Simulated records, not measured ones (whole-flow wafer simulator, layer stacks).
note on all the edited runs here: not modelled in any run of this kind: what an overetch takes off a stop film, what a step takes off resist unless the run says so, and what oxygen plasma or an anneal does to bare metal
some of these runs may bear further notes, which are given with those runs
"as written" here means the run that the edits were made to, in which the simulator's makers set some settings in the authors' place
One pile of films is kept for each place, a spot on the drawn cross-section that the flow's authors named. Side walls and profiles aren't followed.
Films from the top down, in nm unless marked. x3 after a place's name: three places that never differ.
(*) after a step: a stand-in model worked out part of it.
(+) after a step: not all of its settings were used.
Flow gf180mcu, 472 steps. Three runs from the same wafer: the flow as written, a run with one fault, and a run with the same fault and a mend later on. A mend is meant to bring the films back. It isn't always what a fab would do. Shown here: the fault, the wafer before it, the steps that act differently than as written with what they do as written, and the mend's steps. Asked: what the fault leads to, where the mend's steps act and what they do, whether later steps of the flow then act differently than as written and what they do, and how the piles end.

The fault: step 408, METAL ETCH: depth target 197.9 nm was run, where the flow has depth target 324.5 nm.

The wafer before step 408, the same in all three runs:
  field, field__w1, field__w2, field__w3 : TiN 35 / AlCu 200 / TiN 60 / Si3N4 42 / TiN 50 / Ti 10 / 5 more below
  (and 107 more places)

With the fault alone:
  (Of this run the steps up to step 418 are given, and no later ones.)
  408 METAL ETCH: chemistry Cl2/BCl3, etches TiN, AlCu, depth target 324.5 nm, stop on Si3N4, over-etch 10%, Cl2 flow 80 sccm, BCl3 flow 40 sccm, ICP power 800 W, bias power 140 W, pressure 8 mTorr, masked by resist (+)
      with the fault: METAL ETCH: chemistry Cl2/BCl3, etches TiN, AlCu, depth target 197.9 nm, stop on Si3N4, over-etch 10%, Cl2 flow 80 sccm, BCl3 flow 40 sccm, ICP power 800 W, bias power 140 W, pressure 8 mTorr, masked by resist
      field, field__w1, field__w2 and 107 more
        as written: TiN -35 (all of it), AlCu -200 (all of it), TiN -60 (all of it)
        with the fault: TiN -35 (all of it), AlCu -162.9
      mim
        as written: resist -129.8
        with the fault: resist -79.2
  Later steps of the flow that act differently than as written (1 more step differs only slightly, by at most 2% or 0.5 nm, whichever is larger, and isn't shown):
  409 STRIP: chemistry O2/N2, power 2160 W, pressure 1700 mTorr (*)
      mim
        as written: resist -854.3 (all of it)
        with the fault: resist -905 (all of it)
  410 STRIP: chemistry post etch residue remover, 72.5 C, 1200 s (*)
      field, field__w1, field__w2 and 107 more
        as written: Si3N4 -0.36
        with the fault: AlCu -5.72
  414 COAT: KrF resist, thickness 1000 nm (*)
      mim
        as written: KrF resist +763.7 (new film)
        with the fault: KrF resist +834.8 (new film)
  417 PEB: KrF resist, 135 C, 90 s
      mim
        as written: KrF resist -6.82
        with the fault: KrF resist -7.95
  After step 418 the piles differ from the flow's by more than 2% or 0.5 nm, whichever is larger, at field, field__w1, field__w2 and 109 more.
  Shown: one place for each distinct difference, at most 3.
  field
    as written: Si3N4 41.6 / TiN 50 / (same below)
    with the fault: AlCu 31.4 / TiN 60 / Si3N4 42 / TiN 50 / (same below)
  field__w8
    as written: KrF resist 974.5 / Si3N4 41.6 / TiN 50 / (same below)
    with the fault: KrF resist 974.5 / AlCu 31.4 / TiN 60 / Si3N4 42 / TiN 50 / (same below)
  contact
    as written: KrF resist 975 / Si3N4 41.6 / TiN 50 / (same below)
    with the fault: KrF resist 974.8 / AlCu 31.4 / TiN 60 / Si3N4 42 / TiN 50 / (same below)

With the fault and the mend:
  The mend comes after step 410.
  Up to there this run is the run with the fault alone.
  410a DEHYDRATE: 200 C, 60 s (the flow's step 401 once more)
      changes no film at any place that is followed
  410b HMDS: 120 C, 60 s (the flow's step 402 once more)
      changes no film at any place that is followed
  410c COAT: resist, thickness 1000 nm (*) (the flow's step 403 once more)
      field__w8, m1__w1, iso_ptap_pw and 39 more
        resist +1000 (new film)
      p_well, sti, spacer, sd_n, mim_1p0, pad, dice_street
        resist +1000.4 (new film)
      field, ld_fp_p, ld_drift_p, ld_drn_p, ld_body_p_dnw, m1_nw
        resist +1001.2 (new film)
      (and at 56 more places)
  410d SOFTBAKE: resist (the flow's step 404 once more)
      field__w5, field__w9
        resist -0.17
      ld_fp_p, nw_sep_fld
        resist -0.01
      field__w2
        resist +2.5
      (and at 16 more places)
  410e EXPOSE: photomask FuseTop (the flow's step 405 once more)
      changes no film at any place that is followed
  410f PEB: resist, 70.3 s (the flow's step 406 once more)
      field, field__w1, field__w5 and 96 more
        resist -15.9
      field__w2, field__w3, field__w12, pplus_u, ppoly_sal, nw_enc_fld_lv__w4
        resist -16
      field__w7, field__w13, ppoly_u, npoly_sal
        resist -16.1
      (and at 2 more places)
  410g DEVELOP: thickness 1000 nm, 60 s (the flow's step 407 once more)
      field__w8, m1__w1, iso_ptap_pw and 39 more
        resist -984.1 (all of it)
      p_well, sti, spacer, sd_n, mim_1p0, pad, dice_street
        resist -984.6 (all of it)
      field, ld_fp_p, ld_drift_p, ld_drn_p, ld_body_p_dnw, m1_nw
        resist -985.3 (all of it)
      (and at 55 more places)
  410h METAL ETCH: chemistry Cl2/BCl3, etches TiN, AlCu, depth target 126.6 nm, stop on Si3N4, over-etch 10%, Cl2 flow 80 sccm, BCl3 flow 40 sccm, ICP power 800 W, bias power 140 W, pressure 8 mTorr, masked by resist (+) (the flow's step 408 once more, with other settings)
      field, field__w1, field__w2 and 107 more
        AlCu -31.4 (all of it), TiN -60 (all of it)
      mim
        resist -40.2
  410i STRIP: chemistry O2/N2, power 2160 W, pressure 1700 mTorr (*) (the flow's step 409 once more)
      mim
        resist -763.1 (all of it)
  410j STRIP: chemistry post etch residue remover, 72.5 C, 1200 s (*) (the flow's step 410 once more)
      field, field__w1, field__w2 and 107 more
        Si3N4 -0.36
      mim
        TiN -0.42
  No later step of the flow acts differently than as written, at any place that is followed, by more than 2% or 0.5 nm, whichever is larger.
  At the end the piles differ from the flow's only slightly at the places that both follow, by at most 2% or 0.5 nm, whichever is larger.
